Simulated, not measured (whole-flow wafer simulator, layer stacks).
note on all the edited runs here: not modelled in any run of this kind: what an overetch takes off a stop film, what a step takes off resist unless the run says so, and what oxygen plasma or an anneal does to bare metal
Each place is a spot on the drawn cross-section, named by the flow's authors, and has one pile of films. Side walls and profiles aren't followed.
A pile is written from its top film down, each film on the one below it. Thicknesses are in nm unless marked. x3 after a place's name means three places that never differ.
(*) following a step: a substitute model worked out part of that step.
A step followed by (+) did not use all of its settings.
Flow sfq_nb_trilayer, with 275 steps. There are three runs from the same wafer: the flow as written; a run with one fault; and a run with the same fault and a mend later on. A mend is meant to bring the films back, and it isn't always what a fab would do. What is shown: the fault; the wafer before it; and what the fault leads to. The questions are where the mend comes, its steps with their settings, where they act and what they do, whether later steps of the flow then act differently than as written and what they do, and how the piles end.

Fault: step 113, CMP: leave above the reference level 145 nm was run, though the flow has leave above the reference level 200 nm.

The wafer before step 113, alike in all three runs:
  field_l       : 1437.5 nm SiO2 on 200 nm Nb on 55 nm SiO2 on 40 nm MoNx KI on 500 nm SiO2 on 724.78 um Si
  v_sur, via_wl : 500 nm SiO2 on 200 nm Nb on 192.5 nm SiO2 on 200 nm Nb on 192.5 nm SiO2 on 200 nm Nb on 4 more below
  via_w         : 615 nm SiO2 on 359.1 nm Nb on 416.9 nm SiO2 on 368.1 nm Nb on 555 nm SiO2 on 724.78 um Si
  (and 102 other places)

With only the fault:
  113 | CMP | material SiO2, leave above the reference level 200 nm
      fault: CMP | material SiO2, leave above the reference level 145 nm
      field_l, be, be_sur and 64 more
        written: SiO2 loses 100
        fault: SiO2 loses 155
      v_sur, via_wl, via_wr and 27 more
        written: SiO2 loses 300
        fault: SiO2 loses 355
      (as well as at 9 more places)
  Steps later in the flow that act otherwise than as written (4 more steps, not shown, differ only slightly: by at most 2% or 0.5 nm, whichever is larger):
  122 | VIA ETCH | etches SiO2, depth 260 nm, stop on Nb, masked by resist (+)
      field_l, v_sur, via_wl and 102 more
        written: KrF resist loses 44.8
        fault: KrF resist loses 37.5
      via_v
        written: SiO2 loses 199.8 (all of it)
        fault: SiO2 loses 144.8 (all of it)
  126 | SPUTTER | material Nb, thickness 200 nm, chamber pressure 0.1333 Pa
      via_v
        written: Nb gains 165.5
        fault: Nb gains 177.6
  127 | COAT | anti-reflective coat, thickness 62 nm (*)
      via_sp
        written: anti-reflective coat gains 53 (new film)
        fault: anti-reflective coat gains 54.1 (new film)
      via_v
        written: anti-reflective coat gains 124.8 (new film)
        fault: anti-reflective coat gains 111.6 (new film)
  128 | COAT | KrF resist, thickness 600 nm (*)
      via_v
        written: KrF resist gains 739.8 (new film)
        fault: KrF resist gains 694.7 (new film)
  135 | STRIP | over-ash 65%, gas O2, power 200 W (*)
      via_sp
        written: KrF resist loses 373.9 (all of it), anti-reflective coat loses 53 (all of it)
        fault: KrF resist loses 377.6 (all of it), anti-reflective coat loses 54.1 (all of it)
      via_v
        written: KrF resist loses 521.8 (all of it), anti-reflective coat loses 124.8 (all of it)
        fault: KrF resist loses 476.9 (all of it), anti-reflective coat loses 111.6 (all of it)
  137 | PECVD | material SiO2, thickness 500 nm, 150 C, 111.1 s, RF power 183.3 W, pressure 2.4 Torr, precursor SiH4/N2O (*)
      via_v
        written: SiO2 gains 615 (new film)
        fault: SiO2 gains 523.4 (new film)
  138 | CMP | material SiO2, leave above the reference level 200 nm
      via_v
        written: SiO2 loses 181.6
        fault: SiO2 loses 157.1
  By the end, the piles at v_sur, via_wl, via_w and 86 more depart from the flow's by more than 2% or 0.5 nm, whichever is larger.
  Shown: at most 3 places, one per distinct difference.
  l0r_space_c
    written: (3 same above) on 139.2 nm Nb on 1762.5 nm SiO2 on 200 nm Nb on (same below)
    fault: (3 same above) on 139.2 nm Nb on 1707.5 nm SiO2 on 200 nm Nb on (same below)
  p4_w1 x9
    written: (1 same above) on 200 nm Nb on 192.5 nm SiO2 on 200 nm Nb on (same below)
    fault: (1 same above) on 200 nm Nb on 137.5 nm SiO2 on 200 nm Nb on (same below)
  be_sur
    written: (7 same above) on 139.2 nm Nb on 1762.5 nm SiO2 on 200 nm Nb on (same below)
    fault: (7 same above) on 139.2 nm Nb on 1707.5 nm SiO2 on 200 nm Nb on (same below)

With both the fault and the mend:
  The mend follows step 114.
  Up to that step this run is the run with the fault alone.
  114a | PECVD | material SiO2, thickness 55 nm, 150 C, 12.22 s, RF power 183.3 W, pressure 2.4 Torr, precursor SiH4/N2O (the flow's step 112, run once more with other settings)
      field_l, v_sur, via_wl and 103 more
        SiO2 gains 55
  None of the later steps of the flow acts differently than as written at any place that is followed.
  By the end, the piles equal the flow's at every place that both follow.
